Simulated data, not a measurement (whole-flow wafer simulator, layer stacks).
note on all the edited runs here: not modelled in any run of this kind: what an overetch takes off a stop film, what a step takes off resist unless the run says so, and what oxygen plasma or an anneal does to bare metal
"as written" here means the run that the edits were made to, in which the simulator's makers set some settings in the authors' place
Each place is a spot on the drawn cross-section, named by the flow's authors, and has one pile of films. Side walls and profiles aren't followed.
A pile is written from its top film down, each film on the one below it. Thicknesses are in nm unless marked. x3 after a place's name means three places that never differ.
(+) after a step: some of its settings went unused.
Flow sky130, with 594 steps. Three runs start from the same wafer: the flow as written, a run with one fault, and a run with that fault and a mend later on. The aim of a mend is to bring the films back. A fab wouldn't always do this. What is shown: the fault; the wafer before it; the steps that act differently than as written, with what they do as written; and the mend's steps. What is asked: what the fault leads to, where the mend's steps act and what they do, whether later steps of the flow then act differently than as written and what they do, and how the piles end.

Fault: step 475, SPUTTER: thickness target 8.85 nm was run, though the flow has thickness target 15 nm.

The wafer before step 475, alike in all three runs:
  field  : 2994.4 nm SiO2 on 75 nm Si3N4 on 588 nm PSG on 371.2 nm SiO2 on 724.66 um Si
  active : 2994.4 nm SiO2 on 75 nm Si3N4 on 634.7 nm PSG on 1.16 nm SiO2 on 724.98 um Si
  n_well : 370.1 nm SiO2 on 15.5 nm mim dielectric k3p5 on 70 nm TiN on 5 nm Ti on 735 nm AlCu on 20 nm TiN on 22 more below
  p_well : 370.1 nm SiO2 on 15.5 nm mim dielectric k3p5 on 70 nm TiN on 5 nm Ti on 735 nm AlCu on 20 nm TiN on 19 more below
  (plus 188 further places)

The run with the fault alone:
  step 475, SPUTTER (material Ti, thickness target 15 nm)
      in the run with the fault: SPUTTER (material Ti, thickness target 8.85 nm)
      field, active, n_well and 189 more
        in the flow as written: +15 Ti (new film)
        in the run with the fault: +8.85 Ti (new film)
  Steps later in the flow that act otherwise than as written (9 other steps are not shown; they differ only slightly, by no more than 2% or 0.5 nm, whichever is larger):
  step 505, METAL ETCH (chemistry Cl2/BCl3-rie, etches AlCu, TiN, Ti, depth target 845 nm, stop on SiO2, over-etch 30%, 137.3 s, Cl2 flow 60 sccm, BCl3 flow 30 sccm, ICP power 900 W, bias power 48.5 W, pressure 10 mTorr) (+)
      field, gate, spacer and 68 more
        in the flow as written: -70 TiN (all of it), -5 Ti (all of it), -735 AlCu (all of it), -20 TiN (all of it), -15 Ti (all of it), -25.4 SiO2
        in the run with the fault: -70 TiN (all of it), -5 Ti (all of it), -735 AlCu (all of it), -20 TiN (all of it), -8.85 Ti (all of it), -26 SiO2
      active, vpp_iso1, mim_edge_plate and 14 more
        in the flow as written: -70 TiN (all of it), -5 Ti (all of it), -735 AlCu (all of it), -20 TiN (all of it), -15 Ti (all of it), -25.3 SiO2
        in the run with the fault: -70 TiN (all of it), -5 Ti (all of it), -735 AlCu (all of it), -20 TiN (all of it), -8.85 Ti (all of it), -26 SiO2
  At n_well, p_well, gate_hv and 102 more, the piles at the end differ from the flow's by more than 2% or 0.5 nm, whichever is larger.
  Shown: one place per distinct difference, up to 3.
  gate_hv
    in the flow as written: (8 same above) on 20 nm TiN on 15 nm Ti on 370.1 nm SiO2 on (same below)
    in the run with the fault: (8 same above) on 20 nm TiN on 8.85 nm Ti on 370.1 nm SiO2 on (same below)
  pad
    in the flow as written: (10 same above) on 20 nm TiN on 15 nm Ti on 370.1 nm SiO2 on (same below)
    in the run with the fault: (10 same above) on 20 nm TiN on 8.85 nm Ti on 370.1 nm SiO2 on (same below)
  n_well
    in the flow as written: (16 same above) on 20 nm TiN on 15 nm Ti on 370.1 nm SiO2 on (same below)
    in the run with the fault: (16 same above) on 20 nm TiN on 8.85 nm Ti on 370.1 nm SiO2 on (same below)

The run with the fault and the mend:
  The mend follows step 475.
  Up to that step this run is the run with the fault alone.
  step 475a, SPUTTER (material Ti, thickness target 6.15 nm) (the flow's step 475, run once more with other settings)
      field, active, n_well and 189 more
        +6.15 Ti
  None of the later steps of the flow acts differently than as written at any place that is followed.
  By the end, the piles equal the flow's at every place that both follow.
